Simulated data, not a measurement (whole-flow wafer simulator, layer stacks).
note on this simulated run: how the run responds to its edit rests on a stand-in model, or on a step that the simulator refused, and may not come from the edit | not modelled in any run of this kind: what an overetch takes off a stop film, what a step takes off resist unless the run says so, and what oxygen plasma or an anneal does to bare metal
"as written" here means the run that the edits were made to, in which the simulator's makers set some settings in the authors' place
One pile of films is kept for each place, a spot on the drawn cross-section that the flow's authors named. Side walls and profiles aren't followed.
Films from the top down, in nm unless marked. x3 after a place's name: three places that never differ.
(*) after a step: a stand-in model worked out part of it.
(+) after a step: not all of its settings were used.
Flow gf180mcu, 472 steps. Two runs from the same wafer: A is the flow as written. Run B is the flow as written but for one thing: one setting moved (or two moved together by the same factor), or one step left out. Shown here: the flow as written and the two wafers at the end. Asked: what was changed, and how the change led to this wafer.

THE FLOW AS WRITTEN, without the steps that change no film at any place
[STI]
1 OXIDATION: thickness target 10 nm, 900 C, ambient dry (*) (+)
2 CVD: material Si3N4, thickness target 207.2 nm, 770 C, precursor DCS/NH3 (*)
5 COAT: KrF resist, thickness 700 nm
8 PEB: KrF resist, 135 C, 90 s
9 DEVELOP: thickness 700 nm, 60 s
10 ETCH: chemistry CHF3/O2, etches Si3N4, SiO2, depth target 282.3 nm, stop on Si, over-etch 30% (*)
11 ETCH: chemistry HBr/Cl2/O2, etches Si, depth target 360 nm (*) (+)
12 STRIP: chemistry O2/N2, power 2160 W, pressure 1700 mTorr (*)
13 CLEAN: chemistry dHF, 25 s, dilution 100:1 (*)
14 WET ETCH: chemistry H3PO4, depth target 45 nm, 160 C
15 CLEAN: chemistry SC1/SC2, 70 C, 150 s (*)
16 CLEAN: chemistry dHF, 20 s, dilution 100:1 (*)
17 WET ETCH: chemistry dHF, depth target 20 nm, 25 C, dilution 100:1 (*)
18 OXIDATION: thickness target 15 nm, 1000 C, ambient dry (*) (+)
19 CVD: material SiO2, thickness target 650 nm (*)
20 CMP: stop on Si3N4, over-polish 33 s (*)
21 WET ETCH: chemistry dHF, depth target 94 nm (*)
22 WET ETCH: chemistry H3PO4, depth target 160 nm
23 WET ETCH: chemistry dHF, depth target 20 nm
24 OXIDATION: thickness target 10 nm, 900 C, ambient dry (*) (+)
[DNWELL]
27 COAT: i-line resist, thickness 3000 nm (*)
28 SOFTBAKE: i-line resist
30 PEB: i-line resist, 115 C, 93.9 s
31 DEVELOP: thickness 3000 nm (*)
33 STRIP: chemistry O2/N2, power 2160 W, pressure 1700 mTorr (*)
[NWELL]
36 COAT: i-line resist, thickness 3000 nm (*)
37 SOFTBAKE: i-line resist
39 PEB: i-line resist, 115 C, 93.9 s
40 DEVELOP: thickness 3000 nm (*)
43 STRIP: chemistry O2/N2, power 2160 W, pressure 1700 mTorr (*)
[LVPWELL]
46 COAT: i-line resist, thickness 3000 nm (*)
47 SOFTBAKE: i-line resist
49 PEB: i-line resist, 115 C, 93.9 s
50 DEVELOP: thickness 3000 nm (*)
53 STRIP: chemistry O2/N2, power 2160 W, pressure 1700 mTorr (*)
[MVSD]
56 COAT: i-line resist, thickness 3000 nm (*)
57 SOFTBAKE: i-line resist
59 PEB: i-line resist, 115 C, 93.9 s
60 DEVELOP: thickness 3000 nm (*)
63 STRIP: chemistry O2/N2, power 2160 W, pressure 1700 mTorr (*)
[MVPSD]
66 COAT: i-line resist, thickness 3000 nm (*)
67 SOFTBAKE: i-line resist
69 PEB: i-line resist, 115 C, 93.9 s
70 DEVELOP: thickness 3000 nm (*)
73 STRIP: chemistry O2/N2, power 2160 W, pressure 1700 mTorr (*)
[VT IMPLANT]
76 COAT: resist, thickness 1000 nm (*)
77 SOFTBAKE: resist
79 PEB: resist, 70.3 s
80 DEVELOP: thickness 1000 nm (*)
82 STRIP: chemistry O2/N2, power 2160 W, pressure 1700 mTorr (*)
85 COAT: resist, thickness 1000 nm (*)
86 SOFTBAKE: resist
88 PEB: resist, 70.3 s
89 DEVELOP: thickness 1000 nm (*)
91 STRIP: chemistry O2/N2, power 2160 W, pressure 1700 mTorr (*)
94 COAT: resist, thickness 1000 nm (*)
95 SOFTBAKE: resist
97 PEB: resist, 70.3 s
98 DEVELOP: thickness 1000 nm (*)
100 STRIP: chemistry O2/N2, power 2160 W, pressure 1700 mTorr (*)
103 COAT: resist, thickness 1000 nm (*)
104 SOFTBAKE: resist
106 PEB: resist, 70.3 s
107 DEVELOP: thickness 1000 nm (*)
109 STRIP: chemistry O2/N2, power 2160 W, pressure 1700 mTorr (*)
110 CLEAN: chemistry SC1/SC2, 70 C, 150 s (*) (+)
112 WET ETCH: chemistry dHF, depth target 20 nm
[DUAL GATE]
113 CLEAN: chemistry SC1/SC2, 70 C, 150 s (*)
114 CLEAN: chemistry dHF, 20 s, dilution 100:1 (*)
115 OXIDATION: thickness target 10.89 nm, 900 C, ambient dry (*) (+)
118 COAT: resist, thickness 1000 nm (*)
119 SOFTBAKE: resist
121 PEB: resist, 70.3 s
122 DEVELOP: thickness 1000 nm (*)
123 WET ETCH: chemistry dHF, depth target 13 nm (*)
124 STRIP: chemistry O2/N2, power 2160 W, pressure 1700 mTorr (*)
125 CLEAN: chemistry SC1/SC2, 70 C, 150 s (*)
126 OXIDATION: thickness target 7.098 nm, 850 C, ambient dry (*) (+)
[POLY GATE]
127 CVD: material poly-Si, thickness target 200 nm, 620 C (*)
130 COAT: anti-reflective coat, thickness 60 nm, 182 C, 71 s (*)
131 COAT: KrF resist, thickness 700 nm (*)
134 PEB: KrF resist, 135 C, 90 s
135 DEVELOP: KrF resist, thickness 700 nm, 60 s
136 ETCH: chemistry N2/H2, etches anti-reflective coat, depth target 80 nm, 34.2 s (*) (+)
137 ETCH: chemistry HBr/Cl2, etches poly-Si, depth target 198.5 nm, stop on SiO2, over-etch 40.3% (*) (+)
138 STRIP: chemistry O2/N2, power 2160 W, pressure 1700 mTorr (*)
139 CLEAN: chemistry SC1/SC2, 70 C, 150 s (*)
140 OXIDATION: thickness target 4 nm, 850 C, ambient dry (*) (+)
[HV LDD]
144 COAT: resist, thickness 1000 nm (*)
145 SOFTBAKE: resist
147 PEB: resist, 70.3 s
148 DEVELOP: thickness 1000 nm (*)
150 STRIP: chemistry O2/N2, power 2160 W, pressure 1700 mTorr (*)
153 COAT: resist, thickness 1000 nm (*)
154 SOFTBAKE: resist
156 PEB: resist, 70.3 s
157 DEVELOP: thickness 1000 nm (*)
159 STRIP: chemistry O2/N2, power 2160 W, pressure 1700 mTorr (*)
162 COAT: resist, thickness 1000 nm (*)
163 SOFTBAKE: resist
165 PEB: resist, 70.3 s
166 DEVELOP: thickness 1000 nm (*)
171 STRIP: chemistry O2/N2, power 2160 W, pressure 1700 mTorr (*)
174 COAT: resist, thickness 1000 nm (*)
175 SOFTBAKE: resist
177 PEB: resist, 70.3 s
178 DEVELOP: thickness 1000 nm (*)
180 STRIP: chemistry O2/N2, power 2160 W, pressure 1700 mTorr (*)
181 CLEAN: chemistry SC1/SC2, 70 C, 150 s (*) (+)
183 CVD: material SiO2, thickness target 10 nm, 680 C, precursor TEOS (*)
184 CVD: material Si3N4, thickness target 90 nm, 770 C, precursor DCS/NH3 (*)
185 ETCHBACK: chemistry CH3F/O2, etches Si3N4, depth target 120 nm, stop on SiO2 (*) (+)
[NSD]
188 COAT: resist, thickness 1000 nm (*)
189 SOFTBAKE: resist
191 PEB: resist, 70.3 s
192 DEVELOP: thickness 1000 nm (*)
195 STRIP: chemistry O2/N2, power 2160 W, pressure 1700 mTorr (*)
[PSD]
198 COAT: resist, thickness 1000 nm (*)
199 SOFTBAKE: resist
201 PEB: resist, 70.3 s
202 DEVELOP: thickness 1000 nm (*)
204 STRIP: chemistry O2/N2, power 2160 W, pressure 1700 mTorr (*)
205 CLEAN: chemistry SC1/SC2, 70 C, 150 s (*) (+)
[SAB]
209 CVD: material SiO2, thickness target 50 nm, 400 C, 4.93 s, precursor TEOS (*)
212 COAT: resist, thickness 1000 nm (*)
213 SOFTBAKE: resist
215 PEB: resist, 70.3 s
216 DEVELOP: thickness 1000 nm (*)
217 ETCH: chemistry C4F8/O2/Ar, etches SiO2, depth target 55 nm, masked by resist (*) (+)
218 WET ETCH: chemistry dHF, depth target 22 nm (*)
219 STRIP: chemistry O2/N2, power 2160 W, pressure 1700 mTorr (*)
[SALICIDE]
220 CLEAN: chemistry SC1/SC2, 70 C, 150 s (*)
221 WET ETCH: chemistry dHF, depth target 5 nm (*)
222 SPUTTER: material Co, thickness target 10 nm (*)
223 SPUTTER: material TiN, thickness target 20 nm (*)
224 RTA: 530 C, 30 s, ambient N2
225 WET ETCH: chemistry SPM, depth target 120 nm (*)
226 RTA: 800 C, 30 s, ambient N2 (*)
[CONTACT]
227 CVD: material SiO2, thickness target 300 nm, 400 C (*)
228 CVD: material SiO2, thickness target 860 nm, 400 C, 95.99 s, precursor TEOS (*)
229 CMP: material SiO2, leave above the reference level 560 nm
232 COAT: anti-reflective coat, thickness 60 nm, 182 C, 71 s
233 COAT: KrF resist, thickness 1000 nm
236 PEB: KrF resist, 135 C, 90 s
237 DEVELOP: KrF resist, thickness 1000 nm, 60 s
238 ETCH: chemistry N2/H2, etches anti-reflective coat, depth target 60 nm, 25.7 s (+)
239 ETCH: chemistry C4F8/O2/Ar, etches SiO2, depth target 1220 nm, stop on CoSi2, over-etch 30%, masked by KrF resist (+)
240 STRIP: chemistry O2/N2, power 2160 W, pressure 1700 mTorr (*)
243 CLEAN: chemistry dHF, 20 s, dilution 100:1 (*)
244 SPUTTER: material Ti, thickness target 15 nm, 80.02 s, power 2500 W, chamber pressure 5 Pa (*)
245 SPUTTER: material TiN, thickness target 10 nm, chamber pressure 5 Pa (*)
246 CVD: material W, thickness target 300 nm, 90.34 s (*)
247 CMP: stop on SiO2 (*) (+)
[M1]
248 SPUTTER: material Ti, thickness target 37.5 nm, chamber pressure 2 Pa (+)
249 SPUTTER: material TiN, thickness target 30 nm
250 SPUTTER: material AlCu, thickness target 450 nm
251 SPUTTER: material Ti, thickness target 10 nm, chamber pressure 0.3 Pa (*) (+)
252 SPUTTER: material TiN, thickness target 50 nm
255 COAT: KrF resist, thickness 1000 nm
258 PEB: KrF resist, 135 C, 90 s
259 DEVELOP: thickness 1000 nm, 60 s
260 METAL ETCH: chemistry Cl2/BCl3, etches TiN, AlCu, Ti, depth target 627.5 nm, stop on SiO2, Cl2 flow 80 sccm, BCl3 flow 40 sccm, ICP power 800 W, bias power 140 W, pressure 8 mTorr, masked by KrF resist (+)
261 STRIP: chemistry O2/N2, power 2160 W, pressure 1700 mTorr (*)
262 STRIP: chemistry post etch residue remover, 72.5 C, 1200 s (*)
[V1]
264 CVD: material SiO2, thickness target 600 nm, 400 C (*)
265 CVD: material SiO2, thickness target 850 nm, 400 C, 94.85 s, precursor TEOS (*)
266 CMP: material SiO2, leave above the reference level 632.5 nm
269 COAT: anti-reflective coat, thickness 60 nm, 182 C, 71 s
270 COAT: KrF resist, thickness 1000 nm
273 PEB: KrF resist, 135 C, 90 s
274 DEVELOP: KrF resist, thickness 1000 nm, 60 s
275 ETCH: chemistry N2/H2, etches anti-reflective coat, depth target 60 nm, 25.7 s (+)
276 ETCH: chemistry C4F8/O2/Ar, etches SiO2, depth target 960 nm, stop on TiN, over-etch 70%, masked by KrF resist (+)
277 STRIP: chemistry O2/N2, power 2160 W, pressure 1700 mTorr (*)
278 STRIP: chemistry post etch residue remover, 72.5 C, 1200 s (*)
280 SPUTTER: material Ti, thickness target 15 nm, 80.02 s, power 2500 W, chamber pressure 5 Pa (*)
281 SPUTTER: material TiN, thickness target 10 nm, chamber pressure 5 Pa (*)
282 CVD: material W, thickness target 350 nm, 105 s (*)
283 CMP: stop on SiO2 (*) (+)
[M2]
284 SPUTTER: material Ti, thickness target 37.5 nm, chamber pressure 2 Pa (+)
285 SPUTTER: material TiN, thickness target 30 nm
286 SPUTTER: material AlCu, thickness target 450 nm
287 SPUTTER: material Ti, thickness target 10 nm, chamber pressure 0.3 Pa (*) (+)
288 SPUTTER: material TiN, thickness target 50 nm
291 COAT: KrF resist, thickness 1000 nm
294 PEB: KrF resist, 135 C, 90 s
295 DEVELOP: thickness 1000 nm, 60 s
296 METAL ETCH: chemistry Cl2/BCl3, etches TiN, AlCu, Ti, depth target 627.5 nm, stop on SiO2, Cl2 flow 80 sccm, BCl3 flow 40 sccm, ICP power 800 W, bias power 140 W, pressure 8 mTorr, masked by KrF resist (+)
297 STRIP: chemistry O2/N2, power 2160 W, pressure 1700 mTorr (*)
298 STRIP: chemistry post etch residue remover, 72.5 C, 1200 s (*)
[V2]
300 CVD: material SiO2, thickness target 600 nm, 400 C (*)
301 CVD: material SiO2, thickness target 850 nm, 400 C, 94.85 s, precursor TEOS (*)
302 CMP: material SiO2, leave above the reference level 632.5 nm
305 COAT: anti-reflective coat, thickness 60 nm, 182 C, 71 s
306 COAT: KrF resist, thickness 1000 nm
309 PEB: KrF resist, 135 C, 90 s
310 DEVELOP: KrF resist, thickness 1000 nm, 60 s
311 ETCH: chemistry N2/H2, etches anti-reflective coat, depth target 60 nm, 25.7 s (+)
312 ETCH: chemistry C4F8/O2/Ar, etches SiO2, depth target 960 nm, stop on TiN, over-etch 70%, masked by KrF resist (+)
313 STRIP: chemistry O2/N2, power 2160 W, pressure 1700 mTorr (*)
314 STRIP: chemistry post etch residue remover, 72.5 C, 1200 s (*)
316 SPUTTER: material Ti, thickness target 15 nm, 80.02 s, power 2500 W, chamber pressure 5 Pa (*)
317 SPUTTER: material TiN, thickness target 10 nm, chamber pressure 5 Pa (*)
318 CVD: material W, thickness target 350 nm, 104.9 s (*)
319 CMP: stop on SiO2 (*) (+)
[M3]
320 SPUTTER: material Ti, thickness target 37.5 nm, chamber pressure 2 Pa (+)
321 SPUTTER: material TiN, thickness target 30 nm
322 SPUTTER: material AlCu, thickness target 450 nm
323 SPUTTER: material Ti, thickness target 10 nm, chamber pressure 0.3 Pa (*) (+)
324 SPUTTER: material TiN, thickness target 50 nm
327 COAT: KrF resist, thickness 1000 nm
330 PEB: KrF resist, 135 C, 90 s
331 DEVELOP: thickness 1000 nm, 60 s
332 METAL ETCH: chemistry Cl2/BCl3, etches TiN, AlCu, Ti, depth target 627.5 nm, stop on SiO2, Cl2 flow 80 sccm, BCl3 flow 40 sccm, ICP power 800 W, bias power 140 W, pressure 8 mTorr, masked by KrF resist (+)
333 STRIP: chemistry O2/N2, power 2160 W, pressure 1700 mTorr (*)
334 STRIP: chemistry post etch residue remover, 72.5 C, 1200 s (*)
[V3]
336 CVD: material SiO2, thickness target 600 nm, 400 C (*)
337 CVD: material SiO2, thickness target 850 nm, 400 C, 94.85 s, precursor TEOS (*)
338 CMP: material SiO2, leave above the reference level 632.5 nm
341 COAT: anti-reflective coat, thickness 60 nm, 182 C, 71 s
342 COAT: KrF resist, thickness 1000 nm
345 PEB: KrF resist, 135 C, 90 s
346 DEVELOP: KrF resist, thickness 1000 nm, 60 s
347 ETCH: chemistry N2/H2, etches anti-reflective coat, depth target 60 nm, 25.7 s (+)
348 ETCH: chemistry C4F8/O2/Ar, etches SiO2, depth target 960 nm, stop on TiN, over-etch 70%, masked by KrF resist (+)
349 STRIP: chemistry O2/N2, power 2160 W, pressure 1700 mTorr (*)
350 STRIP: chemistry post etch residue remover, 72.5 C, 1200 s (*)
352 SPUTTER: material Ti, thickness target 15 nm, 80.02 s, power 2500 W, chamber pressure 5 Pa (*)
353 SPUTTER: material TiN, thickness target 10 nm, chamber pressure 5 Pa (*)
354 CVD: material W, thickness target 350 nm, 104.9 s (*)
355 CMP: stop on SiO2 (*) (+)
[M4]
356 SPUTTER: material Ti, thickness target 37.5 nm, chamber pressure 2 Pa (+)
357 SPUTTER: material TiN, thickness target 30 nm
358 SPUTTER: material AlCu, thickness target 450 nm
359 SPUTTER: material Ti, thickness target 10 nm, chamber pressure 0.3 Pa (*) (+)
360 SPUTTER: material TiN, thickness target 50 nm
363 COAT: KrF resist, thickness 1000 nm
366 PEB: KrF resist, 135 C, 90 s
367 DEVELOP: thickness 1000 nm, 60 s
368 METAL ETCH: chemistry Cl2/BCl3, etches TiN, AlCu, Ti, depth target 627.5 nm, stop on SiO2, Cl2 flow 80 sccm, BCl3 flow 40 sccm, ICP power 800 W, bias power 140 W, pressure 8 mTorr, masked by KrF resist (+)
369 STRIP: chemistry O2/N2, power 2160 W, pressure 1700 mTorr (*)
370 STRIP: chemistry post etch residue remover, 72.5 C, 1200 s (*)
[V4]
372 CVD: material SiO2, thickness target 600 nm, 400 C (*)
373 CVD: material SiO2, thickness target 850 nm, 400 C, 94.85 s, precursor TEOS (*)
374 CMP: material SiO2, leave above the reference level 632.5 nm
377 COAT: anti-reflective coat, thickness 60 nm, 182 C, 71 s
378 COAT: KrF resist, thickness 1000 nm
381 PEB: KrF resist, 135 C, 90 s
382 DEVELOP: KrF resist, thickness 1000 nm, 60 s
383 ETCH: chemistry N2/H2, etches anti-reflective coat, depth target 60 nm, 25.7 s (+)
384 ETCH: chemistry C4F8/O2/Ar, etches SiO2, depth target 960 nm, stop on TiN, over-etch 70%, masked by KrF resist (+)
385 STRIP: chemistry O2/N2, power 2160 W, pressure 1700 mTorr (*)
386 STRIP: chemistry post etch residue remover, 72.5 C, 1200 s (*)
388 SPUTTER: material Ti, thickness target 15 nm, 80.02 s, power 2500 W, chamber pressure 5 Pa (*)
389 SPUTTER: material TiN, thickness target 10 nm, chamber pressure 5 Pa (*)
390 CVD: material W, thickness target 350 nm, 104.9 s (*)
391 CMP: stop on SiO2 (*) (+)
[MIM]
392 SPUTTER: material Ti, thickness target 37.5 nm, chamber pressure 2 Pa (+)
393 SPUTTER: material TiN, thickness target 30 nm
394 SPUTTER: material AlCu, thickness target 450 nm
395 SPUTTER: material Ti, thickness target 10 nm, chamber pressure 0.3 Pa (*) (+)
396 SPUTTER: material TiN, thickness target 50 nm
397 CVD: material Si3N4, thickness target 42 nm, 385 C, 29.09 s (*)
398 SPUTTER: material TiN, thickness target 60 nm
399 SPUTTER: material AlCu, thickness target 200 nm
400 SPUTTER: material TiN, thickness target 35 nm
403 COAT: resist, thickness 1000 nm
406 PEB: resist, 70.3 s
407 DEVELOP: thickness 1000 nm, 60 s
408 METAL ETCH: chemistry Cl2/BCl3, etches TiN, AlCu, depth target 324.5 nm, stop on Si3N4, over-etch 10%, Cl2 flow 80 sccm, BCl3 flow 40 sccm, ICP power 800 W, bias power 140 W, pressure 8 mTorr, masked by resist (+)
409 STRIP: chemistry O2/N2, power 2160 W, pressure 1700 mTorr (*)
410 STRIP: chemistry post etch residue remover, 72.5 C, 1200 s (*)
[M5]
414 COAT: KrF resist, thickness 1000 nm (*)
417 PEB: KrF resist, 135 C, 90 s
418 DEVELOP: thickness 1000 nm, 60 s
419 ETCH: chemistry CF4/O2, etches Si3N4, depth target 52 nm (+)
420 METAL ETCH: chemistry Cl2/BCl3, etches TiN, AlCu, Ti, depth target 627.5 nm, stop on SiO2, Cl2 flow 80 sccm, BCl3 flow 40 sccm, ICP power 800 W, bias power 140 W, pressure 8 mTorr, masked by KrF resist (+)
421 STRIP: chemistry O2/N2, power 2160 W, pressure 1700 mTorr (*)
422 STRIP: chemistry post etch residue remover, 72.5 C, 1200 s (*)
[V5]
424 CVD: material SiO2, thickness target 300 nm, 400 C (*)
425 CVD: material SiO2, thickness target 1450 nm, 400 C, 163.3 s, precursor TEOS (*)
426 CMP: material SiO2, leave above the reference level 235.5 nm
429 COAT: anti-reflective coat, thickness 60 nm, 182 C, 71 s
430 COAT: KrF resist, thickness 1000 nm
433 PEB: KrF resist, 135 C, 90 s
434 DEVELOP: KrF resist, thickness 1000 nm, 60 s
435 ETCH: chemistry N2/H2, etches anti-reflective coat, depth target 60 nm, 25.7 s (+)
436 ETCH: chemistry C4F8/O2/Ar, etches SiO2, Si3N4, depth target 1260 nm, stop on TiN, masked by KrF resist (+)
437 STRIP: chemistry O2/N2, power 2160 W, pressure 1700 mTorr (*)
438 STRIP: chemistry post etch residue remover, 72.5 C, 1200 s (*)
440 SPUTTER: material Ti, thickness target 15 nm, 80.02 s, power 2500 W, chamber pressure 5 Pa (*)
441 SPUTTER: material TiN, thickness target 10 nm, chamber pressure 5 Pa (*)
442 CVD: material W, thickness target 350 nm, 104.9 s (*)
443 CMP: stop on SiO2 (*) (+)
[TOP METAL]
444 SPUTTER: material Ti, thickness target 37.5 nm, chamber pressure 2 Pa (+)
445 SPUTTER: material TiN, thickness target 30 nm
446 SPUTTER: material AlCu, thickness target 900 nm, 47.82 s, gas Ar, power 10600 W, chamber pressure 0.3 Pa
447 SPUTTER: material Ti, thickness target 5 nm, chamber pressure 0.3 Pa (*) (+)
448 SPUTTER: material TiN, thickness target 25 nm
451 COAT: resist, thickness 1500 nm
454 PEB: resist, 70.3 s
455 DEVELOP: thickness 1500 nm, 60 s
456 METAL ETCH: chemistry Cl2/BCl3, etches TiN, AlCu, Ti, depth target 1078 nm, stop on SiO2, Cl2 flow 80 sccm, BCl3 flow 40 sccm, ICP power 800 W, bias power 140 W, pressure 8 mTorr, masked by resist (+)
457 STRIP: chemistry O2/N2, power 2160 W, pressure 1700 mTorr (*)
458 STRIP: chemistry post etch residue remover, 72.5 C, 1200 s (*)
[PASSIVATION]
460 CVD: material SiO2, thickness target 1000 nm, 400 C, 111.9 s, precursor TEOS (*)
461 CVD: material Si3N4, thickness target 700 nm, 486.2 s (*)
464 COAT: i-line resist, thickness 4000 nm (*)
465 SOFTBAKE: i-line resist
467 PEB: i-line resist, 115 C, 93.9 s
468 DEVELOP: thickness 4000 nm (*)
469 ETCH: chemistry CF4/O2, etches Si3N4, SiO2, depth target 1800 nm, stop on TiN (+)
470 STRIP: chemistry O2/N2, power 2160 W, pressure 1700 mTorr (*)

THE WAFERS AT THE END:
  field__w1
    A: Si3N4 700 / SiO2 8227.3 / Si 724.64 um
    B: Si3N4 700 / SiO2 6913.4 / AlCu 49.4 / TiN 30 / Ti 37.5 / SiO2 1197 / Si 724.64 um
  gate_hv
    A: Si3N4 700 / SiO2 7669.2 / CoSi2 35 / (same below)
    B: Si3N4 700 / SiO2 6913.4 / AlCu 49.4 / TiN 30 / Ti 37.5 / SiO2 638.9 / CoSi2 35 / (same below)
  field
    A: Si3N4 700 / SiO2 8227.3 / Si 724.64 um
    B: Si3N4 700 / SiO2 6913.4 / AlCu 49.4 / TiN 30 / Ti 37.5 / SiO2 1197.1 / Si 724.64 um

The cause: step 260, METAL ETCH: depth target 454.9 nm was run, where the flow has depth target 627.5 nm.

How the change led to this, step by step:
  260 METAL ETCH: chemistry Cl2/BCl3, etches TiN, AlCu, Ti, depth target 627.5 nm, stop on SiO2, Cl2 flow 80 sccm, BCl3 flow 40 sccm, ICP power 800 W, bias power 140 W, pressure 8 mTorr, masked by KrF resist (+)
      field, field__w1, field__w2 and 99 more: A TiN -50 (all of it), Ti -10 (all of it), AlCu -450 (all of it), TiN -30 (all of it), Ti -37.5 (all of it) | B TiN -50 (all of it), Ti -10 (all of it), AlCu -394.9
      field__w8, contact, m1 and 6 more: A KrF resist -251 | B KrF resist -182
  261 STRIP: chemistry O2/N2, power 2160 W, pressure 1700 mTorr (*)
      field__w8, contact, m1 and 6 more: A KrF resist -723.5 (all of it) | B KrF resist -792.6 (all of it)
  262 STRIP: chemistry post etch residue remover, 72.5 C, 1200 s (*)
      field, field__w1, field__w2 and 99 more: A nothing | B AlCu -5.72
  264 CVD: material SiO2, thickness target 600 nm, 400 C (*)
      field, field__w1, field__w2 and 99 more: A SiO2 +600 | B SiO2 +600 (new film)
  266 CMP: material SiO2, leave above the reference level 632.5 nm
      field, field__w1, field__w2 and 99 more: A SiO2 -300 | B SiO2 -416.9
Counting metal films that touch as one body, field__w1 has 1 body; the flow as written gives 0 bodies.
Counting metal films that touch as one body, gate_hv has 2 bodies (between them, from the top down: SiO2 638.9); the flow as written gives 1 body.
Counting metal films that touch as one body, field has 1 body; the flow as written gives 0 bodies.
